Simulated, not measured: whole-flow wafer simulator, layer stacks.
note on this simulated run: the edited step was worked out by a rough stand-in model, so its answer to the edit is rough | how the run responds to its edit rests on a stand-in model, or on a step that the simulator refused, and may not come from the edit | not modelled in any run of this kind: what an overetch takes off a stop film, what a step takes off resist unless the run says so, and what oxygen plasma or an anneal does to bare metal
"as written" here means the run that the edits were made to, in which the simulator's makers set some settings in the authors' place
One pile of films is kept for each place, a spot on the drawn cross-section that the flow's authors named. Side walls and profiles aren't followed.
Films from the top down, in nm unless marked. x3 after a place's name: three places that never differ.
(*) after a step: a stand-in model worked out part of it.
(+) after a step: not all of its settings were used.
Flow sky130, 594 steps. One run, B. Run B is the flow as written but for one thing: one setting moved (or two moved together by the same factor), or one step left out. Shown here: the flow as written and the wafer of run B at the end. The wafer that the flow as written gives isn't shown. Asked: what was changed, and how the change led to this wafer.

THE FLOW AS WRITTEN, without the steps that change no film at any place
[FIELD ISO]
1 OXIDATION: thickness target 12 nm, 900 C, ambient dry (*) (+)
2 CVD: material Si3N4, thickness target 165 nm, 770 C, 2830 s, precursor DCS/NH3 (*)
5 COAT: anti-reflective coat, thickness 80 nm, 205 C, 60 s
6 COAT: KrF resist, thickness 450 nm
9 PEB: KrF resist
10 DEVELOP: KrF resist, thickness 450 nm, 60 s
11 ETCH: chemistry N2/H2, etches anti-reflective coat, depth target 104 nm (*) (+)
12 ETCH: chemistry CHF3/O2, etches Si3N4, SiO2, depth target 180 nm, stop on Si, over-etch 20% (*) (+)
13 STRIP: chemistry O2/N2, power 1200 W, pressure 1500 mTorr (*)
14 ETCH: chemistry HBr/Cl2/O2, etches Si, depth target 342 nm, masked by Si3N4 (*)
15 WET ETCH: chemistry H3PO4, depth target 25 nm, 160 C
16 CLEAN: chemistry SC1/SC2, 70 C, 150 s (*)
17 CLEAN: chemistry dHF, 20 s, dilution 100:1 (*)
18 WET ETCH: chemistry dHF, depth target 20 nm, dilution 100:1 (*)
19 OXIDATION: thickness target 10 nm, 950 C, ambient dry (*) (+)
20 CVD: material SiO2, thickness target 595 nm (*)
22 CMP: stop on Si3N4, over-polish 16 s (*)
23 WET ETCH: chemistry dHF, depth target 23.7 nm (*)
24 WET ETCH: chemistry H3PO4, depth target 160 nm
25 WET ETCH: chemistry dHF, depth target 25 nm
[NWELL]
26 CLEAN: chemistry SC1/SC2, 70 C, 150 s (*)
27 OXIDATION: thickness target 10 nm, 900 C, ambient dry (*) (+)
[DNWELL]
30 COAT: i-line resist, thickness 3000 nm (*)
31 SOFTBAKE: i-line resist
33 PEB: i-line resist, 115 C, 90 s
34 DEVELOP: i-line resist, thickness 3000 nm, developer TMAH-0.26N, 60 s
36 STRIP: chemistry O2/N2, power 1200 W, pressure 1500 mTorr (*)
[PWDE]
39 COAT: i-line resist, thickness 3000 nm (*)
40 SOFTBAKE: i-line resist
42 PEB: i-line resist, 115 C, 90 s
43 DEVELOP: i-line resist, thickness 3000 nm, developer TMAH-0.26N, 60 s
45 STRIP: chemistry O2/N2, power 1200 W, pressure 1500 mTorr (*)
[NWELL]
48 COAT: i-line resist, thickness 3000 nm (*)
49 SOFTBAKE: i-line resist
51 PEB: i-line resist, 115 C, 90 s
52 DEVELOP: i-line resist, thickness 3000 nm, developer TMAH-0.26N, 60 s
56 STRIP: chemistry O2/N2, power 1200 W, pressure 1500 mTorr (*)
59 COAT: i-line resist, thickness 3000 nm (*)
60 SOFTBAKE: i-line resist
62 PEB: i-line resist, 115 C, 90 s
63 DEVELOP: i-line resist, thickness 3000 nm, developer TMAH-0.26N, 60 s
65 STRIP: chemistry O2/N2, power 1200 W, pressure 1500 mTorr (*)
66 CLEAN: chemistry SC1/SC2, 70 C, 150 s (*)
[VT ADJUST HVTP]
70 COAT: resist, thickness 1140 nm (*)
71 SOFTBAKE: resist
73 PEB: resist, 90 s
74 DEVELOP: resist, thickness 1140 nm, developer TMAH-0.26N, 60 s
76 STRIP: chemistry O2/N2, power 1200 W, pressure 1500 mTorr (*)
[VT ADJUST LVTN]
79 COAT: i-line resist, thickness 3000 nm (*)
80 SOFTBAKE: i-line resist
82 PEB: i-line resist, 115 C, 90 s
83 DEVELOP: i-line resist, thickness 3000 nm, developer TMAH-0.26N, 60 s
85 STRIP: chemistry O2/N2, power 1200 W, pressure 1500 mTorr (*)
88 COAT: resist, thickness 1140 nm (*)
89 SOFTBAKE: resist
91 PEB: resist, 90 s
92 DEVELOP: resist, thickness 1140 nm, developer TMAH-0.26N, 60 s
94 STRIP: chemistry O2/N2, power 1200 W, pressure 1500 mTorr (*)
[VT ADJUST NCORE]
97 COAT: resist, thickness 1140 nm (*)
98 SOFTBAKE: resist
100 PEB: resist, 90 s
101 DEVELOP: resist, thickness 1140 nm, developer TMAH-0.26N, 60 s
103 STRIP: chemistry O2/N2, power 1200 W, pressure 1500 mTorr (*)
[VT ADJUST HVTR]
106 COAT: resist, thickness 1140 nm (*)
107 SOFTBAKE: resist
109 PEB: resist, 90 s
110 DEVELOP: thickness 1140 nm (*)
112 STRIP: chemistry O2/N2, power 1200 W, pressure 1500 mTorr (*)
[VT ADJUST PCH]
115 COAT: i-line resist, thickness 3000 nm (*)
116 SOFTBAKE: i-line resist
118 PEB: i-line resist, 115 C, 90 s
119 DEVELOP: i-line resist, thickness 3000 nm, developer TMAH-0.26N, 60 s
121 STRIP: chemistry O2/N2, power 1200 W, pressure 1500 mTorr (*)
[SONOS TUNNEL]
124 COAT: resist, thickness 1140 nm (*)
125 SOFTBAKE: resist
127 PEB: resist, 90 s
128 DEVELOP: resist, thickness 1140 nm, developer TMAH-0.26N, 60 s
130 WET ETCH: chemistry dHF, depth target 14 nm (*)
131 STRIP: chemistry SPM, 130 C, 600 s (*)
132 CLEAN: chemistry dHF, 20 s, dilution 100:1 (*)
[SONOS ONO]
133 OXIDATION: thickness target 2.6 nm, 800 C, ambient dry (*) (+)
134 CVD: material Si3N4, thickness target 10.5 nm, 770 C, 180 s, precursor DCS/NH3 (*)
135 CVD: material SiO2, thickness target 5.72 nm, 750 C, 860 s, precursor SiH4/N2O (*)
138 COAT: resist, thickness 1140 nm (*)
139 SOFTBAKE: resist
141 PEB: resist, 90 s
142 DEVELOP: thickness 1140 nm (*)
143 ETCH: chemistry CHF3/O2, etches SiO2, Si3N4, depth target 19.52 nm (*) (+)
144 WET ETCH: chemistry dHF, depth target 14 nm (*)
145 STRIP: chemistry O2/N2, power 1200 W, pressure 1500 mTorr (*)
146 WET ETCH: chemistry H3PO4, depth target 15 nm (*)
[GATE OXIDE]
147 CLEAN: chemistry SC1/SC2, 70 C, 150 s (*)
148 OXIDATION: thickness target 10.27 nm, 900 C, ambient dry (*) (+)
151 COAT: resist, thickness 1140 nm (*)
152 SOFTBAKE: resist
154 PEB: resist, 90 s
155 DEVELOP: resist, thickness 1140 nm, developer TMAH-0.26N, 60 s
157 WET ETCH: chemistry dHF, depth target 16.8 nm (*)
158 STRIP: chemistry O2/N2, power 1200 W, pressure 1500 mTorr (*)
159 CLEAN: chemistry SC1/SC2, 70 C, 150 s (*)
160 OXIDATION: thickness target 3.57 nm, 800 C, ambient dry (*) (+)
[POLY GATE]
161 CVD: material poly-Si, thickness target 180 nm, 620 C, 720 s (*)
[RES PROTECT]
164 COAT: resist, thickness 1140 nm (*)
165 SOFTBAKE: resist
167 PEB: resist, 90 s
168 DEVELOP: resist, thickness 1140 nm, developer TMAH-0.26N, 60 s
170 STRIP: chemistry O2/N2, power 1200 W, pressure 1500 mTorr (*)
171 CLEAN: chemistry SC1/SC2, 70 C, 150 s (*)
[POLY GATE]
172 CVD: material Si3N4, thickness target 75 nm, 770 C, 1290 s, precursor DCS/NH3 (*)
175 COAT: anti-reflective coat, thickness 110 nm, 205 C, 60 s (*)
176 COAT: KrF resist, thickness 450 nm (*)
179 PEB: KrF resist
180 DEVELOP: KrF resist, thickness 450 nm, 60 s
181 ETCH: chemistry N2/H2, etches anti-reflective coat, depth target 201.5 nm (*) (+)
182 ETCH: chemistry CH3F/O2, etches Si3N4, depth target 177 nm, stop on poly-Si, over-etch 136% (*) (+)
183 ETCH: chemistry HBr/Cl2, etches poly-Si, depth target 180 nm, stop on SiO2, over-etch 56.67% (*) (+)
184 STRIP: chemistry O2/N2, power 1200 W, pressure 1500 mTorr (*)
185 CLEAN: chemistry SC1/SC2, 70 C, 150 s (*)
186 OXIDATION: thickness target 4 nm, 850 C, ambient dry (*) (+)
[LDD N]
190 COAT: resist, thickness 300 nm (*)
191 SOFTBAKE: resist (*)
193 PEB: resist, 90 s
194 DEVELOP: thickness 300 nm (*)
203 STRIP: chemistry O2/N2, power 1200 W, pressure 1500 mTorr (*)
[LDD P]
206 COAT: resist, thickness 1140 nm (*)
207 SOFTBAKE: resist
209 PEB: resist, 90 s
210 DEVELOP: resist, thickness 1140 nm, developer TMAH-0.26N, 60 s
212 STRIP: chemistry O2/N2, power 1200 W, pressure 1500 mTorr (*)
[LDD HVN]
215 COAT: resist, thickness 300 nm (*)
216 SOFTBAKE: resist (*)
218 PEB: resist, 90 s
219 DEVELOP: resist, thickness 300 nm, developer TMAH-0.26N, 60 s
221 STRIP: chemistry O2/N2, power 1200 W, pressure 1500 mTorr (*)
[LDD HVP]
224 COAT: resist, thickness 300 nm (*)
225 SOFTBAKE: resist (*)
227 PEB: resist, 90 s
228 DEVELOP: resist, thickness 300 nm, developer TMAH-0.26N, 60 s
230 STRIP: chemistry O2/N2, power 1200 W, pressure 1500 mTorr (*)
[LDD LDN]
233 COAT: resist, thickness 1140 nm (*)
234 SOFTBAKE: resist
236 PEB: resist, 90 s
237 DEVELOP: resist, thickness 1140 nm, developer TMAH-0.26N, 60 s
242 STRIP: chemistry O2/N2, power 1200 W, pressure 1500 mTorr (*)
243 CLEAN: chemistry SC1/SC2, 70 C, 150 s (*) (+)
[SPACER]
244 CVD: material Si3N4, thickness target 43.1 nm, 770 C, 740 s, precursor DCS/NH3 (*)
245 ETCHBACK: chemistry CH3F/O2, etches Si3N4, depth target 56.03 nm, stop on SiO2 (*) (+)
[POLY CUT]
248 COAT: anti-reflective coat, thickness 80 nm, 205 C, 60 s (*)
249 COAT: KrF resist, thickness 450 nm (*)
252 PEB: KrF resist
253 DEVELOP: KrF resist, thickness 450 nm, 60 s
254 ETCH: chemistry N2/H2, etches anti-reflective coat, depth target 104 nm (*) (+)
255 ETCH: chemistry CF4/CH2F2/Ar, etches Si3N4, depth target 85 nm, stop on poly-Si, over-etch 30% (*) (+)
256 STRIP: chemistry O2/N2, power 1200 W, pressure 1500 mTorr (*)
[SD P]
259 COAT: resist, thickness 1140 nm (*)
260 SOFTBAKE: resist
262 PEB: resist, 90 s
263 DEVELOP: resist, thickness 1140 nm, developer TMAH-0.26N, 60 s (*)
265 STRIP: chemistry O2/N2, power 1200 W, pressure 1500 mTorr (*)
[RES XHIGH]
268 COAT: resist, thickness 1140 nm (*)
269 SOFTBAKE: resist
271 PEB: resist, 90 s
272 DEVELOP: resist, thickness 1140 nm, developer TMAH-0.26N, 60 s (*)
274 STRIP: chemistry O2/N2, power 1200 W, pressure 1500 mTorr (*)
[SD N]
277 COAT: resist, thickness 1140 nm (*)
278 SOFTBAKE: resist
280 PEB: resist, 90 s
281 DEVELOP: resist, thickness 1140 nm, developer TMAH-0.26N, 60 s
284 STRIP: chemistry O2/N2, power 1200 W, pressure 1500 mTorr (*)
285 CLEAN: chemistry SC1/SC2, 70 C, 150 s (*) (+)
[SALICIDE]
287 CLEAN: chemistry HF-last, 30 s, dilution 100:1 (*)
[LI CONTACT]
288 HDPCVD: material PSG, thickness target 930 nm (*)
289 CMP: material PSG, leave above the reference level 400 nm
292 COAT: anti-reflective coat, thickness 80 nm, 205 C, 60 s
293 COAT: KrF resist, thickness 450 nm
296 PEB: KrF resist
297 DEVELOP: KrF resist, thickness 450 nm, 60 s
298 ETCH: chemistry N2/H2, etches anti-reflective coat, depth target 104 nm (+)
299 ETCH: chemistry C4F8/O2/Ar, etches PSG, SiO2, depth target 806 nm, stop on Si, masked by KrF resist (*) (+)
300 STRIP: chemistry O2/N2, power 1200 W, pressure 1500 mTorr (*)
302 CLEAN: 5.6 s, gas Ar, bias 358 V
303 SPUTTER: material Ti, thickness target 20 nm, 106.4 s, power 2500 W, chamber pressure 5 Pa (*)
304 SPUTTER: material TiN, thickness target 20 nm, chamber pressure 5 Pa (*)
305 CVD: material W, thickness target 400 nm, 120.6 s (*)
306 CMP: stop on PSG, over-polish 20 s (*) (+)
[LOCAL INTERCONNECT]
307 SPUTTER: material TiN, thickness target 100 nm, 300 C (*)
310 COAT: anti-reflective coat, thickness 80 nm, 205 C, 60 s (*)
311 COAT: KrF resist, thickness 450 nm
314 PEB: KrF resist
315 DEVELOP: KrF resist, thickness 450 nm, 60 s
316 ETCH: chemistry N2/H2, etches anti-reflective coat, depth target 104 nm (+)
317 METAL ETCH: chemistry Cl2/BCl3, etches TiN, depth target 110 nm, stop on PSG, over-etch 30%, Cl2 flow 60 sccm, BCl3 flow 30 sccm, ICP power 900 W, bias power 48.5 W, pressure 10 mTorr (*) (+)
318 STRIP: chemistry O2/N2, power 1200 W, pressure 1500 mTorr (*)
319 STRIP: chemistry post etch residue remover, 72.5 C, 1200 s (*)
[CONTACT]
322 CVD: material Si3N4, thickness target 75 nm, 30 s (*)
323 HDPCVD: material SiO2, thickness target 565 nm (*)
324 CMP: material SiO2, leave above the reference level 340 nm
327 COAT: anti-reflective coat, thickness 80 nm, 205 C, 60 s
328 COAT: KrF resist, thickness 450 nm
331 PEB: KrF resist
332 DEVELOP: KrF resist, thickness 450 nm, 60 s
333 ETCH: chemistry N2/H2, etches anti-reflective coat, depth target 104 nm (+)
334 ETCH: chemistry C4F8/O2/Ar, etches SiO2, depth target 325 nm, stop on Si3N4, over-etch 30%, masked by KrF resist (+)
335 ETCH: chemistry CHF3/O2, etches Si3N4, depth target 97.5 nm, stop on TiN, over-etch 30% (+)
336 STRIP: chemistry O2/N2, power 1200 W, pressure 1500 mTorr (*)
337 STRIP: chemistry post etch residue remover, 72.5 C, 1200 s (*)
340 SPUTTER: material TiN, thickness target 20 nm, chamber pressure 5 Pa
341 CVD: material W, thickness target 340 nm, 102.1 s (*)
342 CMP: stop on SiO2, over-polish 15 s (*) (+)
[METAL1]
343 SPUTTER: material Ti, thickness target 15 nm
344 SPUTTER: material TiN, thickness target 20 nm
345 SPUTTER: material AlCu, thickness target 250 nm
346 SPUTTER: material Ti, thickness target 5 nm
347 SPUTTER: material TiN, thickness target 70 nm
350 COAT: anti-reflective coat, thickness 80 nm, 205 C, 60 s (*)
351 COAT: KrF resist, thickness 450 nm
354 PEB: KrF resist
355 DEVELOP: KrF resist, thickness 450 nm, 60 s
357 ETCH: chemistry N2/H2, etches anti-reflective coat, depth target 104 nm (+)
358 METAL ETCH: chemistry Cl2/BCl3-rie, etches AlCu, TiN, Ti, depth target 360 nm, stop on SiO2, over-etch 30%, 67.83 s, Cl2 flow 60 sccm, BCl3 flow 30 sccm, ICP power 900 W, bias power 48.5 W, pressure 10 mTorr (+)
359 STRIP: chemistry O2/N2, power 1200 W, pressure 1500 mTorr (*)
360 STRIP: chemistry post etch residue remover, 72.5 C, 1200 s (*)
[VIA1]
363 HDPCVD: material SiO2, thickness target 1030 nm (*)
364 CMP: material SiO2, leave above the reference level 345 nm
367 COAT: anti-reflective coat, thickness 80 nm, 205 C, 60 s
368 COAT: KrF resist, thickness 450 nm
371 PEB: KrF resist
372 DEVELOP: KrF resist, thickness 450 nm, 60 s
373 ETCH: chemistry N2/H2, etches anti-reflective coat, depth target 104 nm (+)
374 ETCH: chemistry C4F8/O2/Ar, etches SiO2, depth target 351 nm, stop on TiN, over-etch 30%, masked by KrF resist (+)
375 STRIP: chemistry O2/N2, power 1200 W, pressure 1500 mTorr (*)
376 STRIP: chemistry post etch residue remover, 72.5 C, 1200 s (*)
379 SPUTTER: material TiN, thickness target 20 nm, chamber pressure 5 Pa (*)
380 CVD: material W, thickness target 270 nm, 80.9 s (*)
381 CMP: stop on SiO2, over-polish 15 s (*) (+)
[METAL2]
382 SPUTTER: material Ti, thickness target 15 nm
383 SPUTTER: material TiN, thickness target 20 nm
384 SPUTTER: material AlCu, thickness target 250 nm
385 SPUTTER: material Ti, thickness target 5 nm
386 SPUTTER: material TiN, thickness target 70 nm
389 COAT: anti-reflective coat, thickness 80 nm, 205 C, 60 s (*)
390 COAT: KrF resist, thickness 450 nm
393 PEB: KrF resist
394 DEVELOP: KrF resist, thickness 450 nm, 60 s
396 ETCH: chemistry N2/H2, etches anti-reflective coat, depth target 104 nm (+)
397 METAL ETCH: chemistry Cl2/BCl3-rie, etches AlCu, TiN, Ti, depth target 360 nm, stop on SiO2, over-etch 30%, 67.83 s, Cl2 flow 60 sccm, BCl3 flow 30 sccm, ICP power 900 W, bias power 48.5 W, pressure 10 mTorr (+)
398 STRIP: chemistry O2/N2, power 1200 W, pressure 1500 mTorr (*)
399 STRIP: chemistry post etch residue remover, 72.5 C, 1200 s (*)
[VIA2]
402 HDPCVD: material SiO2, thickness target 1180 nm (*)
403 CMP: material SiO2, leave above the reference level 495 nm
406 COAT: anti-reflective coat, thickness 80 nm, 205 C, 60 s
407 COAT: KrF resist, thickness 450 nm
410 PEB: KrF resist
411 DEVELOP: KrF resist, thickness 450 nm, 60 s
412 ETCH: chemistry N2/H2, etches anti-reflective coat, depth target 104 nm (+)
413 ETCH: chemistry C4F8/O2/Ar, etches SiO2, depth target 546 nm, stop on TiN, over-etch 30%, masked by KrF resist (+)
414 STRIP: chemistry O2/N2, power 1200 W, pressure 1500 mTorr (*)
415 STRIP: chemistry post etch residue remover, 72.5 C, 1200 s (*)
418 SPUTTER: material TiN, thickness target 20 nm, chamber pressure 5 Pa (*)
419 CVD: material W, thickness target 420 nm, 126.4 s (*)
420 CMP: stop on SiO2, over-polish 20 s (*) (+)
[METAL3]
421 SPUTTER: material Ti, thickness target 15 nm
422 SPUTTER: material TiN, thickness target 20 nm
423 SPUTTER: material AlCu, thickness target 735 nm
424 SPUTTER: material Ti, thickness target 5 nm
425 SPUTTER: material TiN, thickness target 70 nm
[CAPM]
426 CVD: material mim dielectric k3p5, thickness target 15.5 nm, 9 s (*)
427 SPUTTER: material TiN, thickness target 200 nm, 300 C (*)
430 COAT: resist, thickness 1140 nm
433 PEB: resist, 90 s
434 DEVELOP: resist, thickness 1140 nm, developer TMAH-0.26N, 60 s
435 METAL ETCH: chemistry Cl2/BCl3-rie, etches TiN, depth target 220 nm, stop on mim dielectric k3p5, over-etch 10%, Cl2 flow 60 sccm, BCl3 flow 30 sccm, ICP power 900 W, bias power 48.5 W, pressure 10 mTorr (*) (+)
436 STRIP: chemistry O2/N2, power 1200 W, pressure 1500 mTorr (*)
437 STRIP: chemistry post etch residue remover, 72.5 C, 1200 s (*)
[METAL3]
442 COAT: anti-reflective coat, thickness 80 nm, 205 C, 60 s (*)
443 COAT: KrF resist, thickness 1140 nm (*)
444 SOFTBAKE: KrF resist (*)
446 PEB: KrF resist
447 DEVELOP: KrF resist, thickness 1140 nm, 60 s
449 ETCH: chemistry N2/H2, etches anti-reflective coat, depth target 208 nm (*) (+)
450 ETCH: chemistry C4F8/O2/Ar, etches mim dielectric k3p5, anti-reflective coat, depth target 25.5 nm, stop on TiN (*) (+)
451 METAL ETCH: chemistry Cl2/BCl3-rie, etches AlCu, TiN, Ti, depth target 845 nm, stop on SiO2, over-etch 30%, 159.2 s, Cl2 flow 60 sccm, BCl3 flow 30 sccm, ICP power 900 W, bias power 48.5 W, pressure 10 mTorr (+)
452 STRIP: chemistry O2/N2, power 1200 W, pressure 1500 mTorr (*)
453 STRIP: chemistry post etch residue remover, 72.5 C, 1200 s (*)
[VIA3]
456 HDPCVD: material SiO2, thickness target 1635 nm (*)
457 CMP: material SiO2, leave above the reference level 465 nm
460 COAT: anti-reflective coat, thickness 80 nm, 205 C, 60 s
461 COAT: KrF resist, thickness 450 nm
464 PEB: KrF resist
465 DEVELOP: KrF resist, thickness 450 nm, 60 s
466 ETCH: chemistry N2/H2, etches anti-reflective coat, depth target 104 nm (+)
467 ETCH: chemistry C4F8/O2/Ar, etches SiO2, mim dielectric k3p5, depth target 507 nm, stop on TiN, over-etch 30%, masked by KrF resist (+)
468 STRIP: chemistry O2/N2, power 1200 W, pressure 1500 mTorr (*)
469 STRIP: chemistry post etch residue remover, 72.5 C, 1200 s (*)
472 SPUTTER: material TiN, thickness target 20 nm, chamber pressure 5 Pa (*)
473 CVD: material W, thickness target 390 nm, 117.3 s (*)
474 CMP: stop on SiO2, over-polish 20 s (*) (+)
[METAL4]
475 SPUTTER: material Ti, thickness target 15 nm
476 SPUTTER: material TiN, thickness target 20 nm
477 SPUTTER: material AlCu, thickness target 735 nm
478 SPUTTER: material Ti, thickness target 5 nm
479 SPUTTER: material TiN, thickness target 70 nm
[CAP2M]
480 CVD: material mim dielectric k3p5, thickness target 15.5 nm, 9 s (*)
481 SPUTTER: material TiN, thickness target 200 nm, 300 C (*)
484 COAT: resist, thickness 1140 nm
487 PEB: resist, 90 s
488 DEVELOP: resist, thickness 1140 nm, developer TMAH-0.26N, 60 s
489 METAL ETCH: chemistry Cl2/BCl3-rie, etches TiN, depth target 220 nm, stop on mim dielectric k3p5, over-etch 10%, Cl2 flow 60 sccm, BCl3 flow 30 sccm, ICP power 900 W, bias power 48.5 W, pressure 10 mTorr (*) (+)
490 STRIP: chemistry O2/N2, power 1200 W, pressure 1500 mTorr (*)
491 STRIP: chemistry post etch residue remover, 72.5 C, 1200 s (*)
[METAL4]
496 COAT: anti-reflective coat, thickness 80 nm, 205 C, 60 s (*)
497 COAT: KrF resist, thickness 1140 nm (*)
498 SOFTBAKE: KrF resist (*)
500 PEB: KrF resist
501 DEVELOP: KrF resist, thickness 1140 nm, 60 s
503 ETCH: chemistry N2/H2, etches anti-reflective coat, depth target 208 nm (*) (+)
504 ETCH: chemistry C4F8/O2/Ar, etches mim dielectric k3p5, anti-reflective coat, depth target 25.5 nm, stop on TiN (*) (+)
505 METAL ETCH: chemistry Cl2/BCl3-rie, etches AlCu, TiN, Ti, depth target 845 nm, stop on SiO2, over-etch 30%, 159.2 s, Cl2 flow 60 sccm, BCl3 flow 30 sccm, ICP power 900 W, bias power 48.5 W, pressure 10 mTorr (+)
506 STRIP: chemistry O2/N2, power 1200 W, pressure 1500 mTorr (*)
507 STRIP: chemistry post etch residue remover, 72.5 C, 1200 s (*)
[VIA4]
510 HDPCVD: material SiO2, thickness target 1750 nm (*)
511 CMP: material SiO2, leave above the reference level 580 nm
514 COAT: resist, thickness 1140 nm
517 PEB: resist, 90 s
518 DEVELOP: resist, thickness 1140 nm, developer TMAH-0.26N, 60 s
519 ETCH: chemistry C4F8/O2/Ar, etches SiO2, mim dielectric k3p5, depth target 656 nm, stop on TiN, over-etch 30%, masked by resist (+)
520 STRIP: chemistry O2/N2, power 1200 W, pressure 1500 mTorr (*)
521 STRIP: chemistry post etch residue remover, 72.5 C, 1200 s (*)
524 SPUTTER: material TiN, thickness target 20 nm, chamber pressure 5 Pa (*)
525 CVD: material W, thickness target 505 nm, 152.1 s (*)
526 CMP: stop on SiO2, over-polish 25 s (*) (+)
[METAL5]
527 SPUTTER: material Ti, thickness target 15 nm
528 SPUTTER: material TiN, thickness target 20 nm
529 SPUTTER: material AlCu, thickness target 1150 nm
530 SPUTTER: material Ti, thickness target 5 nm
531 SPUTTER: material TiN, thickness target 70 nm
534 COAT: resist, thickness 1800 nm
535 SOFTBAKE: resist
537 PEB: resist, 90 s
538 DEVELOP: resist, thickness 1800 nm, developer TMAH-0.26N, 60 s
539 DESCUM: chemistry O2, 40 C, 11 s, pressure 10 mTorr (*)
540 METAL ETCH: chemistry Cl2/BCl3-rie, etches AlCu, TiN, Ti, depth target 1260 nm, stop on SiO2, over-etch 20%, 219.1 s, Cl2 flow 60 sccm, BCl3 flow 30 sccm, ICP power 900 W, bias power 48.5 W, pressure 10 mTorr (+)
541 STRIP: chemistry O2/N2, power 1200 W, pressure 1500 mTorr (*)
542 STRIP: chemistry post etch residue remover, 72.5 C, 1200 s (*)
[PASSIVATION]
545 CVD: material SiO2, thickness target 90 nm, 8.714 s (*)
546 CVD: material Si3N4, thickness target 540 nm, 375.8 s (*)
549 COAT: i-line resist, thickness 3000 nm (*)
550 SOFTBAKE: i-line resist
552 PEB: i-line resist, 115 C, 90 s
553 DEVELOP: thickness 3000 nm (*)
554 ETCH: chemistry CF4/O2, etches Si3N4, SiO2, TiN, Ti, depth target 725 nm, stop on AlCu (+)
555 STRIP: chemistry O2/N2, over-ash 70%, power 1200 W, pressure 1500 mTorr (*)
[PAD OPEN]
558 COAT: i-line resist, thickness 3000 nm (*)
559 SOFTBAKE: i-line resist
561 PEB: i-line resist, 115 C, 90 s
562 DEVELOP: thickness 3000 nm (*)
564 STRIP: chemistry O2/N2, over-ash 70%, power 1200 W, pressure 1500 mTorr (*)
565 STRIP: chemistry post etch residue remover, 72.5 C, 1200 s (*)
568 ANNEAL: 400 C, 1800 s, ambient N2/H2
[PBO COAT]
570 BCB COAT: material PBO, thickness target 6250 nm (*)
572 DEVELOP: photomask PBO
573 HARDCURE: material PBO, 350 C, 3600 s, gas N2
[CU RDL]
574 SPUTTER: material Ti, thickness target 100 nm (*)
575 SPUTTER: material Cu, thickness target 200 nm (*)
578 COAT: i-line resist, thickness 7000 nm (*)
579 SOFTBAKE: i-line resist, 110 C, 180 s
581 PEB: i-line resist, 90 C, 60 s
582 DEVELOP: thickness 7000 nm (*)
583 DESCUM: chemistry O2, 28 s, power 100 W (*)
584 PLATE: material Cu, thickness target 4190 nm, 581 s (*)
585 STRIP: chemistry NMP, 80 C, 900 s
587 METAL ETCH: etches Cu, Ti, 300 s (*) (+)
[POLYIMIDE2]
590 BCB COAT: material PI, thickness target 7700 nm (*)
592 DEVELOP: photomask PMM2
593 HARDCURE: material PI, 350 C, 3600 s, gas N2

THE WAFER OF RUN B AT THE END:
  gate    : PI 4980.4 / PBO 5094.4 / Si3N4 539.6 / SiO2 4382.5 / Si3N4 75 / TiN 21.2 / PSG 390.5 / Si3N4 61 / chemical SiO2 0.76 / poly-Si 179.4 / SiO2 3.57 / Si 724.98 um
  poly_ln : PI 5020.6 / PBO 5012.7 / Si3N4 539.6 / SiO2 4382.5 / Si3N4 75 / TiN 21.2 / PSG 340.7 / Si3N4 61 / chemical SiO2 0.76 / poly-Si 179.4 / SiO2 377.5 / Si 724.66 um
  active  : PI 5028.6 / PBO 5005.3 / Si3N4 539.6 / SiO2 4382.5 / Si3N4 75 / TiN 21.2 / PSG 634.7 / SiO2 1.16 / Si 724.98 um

The cause: step 317, METAL ETCH: depth target 77 nm was run, where the flow has depth target 110 nm.

How the change led to this, step by step:
  317 METAL ETCH: chemistry Cl2/BCl3, etches TiN, depth target 110 nm, stop on PSG, over-etch 30%, Cl2 flow 60 sccm, BCl3 flow 30 sccm, ICP power 900 W, bias power 48.5 W, pressure 10 mTorr (*) (+)
      field, active, gate and 88 more: TiN -77 (as written it would be: TiN -98.7 (all of it))
      n_well, p_well, gate_hv and 97 more: KrF resist -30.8 (as written it would be: KrF resist -44)
  318 STRIP: chemistry O2/N2, power 1200 W, pressure 1500 mTorr (*)
      n_well, p_well, gate_hv and 93 more: KrF resist -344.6 (all of it), anti-reflective coat -80 (all of it) (as written it would be: KrF resist -331.4 (all of it), anti-reflective coat -80 (all of it))
      poly_licon, rpo_hd_licon: KrF resist -344.7 (all of it), anti-reflective coat -80.4 (all of it) (as written it would be: KrF resist -331.5 (all of it), anti-reflective coat -80.4 (all of it))
      (and at 2 more places)
  324 CMP: material SiO2, leave above the reference level 340 nm
      field, active, gate and 88 more: SiO2 -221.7 (as written it would be: SiO2 -200.4)
Counting metal films that touch as one body, gate has 1 body; the flow as written gives 0 bodies.
Counting metal films that touch as one body, poly_ln has 1 body; the flow as written gives 0 bodies.
Counting metal films that touch as one body, active has 1 body; the flow as written gives 0 bodies.
